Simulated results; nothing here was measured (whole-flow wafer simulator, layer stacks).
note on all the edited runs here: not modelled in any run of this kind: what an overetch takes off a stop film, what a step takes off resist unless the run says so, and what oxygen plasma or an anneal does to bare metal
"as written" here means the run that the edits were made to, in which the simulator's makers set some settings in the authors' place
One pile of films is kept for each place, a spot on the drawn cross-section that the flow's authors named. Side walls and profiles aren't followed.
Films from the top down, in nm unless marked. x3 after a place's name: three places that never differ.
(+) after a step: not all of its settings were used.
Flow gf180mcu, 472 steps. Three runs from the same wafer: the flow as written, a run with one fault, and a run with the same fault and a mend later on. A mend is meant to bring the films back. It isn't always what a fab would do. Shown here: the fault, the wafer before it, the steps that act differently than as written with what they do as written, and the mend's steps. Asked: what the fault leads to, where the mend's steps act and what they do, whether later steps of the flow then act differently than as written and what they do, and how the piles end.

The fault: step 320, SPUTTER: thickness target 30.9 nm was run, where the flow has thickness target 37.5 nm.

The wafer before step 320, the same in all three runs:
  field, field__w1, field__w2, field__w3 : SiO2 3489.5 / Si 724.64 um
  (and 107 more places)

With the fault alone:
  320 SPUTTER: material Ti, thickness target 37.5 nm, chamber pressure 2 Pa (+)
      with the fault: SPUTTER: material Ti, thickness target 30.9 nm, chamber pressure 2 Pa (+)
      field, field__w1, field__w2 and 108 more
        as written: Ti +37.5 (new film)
        with the fault: Ti +30.9 (new film)
  Later steps of the flow that act differently than as written:
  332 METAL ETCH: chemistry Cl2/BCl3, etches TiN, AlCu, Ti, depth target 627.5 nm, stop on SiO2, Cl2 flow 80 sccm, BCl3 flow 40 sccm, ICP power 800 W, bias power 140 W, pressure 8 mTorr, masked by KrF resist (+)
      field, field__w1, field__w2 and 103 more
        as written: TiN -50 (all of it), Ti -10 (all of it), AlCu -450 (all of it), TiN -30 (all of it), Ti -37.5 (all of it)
        with the fault: TiN -50 (all of it), Ti -10 (all of it), AlCu -450 (all of it), TiN -30 (all of it), Ti -30.9 (all of it)
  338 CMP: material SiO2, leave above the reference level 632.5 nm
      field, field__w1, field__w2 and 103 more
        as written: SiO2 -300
        with the fault: SiO2 -306.6
  At the end the piles differ from the flow's by more than 2% or 0.5 nm, whichever is larger, at field__w8, contact, m1, m1__w1, m1_nw.
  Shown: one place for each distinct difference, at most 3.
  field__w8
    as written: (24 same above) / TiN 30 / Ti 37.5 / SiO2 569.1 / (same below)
    with the fault: (24 same above) / TiN 30 / Ti 30.9 / SiO2 569.1 / (same below)
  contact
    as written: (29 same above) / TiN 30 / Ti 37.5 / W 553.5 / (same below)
    with the fault: (29 same above) / TiN 30 / Ti 30.9 / W 553.5 / (same below)

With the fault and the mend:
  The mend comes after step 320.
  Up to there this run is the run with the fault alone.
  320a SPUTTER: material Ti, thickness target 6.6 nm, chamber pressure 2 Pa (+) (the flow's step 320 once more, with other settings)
      field, field__w1, field__w2 and 108 more
        Ti +6.6
  No later step of the flow acts differently than as written at any place that is followed.
  At the end the piles are the same as the flow's at every place that both follow.
